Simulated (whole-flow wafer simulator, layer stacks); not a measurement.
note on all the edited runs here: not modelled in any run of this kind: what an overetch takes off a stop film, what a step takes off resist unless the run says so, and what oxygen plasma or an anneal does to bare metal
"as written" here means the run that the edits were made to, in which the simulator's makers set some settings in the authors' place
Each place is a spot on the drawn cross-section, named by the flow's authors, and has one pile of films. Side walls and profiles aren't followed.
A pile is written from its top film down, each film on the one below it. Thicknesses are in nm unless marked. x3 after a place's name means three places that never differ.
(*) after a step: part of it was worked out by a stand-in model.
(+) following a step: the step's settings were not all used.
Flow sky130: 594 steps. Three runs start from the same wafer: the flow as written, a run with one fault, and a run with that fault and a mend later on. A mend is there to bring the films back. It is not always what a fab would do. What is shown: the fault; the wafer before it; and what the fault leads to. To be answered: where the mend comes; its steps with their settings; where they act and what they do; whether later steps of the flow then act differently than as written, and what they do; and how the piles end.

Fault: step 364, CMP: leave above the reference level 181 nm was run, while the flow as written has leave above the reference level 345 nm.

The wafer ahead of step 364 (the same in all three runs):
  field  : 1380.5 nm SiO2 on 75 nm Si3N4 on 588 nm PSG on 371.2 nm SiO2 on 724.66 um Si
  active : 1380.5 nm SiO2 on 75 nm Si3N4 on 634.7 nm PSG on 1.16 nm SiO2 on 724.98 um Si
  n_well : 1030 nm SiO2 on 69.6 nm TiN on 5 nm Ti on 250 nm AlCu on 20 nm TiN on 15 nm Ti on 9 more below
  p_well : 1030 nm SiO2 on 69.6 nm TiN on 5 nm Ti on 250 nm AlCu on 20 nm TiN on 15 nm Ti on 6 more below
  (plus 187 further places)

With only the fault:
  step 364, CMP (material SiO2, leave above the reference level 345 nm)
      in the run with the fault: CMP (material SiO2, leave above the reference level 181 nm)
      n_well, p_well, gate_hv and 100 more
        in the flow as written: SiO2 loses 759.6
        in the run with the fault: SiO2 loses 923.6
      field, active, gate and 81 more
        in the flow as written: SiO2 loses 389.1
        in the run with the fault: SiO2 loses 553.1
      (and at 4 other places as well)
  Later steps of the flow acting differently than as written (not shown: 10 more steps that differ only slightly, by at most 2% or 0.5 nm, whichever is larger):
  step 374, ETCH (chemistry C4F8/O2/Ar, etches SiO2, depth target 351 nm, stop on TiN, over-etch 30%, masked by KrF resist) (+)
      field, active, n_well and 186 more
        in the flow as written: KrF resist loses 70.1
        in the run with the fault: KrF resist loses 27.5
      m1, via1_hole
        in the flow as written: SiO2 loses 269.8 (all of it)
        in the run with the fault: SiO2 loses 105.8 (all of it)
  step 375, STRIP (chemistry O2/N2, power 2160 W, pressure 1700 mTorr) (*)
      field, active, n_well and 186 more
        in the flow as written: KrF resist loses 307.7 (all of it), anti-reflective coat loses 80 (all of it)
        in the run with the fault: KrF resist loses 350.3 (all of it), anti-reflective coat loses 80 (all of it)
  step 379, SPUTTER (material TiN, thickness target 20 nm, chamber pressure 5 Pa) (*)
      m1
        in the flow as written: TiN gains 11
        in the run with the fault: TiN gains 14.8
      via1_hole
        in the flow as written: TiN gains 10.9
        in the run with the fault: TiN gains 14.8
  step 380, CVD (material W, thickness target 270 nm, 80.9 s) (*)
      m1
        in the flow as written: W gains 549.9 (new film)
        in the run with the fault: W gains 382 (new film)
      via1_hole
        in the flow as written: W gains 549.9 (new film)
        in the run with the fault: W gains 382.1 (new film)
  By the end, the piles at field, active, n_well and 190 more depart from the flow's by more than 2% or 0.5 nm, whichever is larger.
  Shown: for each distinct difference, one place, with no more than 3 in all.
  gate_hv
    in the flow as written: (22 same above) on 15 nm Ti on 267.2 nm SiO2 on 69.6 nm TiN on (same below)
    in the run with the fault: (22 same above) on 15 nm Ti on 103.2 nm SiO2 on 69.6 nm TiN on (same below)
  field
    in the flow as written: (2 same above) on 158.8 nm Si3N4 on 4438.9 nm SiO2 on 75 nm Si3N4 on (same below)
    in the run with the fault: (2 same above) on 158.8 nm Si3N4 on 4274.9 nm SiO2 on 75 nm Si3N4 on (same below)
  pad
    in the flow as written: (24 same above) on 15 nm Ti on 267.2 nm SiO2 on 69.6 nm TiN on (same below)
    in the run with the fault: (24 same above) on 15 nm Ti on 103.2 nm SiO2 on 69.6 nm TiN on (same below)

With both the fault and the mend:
  After step 364 comes the mend.
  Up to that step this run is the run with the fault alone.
  step 364a, HDPCVD (thickness target 164 nm) (*) (the flow's step 363, run once more with other settings)
      field, active, n_well and 188 more
        SiO2 gains 164
  Later steps of the flow that are run all act as written at every place that is followed, up to a difference of at most 2% or 0.5 nm, whichever is larger.
  By the end, the piles equal the flow's at every place that both follow.
